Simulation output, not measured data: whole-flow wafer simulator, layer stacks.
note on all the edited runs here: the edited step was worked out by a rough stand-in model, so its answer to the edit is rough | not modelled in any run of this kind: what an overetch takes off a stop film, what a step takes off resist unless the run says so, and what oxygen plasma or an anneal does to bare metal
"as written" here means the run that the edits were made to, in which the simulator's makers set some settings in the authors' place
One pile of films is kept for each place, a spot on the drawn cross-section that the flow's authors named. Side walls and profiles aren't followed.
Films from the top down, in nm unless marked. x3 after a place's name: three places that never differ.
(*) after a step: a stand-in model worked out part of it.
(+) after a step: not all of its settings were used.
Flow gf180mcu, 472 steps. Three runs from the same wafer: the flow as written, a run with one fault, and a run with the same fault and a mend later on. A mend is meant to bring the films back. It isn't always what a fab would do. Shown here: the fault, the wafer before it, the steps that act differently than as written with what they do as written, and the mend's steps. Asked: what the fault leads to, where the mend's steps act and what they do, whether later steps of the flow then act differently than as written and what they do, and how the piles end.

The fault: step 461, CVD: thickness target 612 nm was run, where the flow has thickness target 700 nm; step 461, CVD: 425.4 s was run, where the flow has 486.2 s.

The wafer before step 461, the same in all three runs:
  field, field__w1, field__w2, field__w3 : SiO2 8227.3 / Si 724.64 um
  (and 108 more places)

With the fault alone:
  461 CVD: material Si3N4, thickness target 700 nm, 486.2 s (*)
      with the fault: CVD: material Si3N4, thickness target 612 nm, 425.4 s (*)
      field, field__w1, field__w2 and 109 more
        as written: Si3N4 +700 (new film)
        with the fault: Si3N4 +612.5 (new film)
  Later steps of the flow that act differently than as written (5 more steps differ only slightly, by at most 2% or 0.5 nm, whichever is larger, and aren't shown):
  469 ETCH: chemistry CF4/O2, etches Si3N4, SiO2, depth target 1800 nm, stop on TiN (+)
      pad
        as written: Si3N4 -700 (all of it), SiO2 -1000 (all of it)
        with the fault: Si3N4 -612.5 (all of it), SiO2 -1000 (all of it)
  At the end the piles differ from the flow's by more than 2% or 0.5 nm, whichever is larger, at field, field__w1, field__w2 and 108 more.
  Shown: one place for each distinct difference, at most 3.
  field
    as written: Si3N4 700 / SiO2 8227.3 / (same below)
    with the fault: Si3N4 612.5 / SiO2 8227.3 / (same below)
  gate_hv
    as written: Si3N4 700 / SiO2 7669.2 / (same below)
    with the fault: Si3N4 612.5 / SiO2 7669.2 / (same below)
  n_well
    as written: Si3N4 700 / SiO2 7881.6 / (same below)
    with the fault: Si3N4 612.5 / SiO2 7881.6 / (same below)

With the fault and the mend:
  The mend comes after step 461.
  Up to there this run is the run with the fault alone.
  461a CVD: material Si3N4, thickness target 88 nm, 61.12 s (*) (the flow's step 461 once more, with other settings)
      field, field__w1, field__w2 and 109 more
        Si3N4 +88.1
  No later step of the flow acts differently than as written, at any place that is followed, by more than 2% or 0.5 nm, whichever is larger.
  At the end the piles differ from the flow's only slightly at the places that both follow, by at most 2% or 0.5 nm, whichever is larger.
